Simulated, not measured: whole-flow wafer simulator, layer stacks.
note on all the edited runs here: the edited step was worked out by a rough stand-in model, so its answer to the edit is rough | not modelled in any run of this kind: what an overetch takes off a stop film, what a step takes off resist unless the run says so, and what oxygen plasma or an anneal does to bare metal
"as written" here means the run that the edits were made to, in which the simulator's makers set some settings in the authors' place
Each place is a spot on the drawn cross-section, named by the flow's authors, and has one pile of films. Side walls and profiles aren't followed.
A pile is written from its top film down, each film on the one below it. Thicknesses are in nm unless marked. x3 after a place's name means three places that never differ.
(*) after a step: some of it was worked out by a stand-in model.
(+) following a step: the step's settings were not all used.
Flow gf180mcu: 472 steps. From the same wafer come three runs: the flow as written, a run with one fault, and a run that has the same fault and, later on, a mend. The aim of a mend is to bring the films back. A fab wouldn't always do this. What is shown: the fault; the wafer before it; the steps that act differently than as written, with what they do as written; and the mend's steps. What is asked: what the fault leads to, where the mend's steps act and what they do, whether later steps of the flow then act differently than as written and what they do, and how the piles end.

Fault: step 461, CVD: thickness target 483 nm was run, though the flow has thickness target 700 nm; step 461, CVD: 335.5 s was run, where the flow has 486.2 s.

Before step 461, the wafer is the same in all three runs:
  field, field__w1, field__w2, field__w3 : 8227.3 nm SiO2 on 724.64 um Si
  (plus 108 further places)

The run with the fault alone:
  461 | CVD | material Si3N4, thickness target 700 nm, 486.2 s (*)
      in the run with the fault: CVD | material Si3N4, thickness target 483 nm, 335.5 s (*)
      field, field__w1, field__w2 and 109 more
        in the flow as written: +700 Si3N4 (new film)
        in the run with the fault: +483 Si3N4 (new film)
  Steps further on in the flow that do not act as written (4 other steps are not shown; they differ only slightly, by no more than 2% or 0.5 nm, whichever is larger):
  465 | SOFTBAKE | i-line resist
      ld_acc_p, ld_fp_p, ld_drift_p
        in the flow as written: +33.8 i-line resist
        in the run with the fault: +32.7 i-line resist
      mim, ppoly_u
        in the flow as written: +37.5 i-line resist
        in the run with the fault: +36.5 i-line resist
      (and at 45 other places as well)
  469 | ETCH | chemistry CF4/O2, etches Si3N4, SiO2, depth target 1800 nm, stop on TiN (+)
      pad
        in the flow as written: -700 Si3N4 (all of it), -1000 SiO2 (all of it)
        in the run with the fault: -483 Si3N4 (all of it), -1000 SiO2 (all of it)
  At field, field__w1, field__w2 and 108 more, the piles at the end differ from the flow's by more than 2% or 0.5 nm, whichever is larger.
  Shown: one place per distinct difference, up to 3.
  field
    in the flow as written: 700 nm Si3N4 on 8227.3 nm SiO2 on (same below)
    in the run with the fault: 483 nm Si3N4 on 8227.3 nm SiO2 on (same below)
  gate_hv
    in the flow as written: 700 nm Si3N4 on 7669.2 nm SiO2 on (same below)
    in the run with the fault: 483 nm Si3N4 on 7669.2 nm SiO2 on (same below)
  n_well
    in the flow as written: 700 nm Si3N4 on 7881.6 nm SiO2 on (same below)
    in the run with the fault: 483 nm Si3N4 on 7881.6 nm SiO2 on (same below)

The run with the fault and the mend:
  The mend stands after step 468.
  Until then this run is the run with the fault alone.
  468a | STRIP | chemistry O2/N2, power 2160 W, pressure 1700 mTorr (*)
      iso_ptap_pw, iso_ntap_nw, iso_nw_fld and 33 more
        -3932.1 i-line resist (all of it)
      p_well, sti, spacer, sd_n, mim_1p0, dice_street
        -3938.1 i-line resist (all of it)
      field__w2, field__w3, field__w6, field__w12
        -3985.1 i-line resist (all of it)
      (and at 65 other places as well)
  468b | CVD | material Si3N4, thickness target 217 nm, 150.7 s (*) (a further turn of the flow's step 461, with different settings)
      field, field__w1, field__w2 and 109 more
        +217.1 Si3N4
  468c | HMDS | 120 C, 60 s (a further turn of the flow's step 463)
      alters no film at any place that is followed
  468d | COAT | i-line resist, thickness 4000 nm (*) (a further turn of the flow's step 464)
      iso_ptap_pw, iso_ntap_nw, iso_nw_fld and 33 more
        +4000 i-line resist (new film)
      field__w5, field__w9, field__w11, field__w13, gate_p_hv, nplus_u
        +4017 i-line resist (new film)
      p_well, sti, spacer, sd_n, mim_1p0, dice_street
        +4006.3 i-line resist (new film)
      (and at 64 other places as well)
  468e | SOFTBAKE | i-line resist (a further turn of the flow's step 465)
      field__w11, field__w13, mim, ppoly_u
        +37.5 i-line resist
      ld_fp_p, ld_drift_p, ld_drn_p
        +33.8 i-line resist
      field__w2, field_sub__w3
        +33.3 i-line resist
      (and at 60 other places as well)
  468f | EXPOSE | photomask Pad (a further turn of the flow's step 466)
      alters no film at any place that is followed
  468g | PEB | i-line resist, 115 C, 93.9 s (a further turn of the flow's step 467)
      iso_ptap_pw, iso_ntap_nw, iso_nw_fld and 33 more
        -67.9 i-line resist
      field, field__w2, field__w3 and 25 more
        -68.8 i-line resist
      field_sub, field_sub__w1, field_sub__w2 and 23 more
        -68.7 i-line resist
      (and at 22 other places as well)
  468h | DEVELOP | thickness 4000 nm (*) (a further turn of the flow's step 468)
      field__w7, field__w9, field_sub__w1 and 13 more
        -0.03 i-line resist
      pad
        -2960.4 i-line resist (all of it)
  Later steps of the flow that are run all act as written at every place that is followed, up to a difference of at most 2% or 0.5 nm, whichever is larger.
  The piles end only slightly different from the flow's at the places that both follow, by no more than 2% or 0.5 nm, whichever is larger.
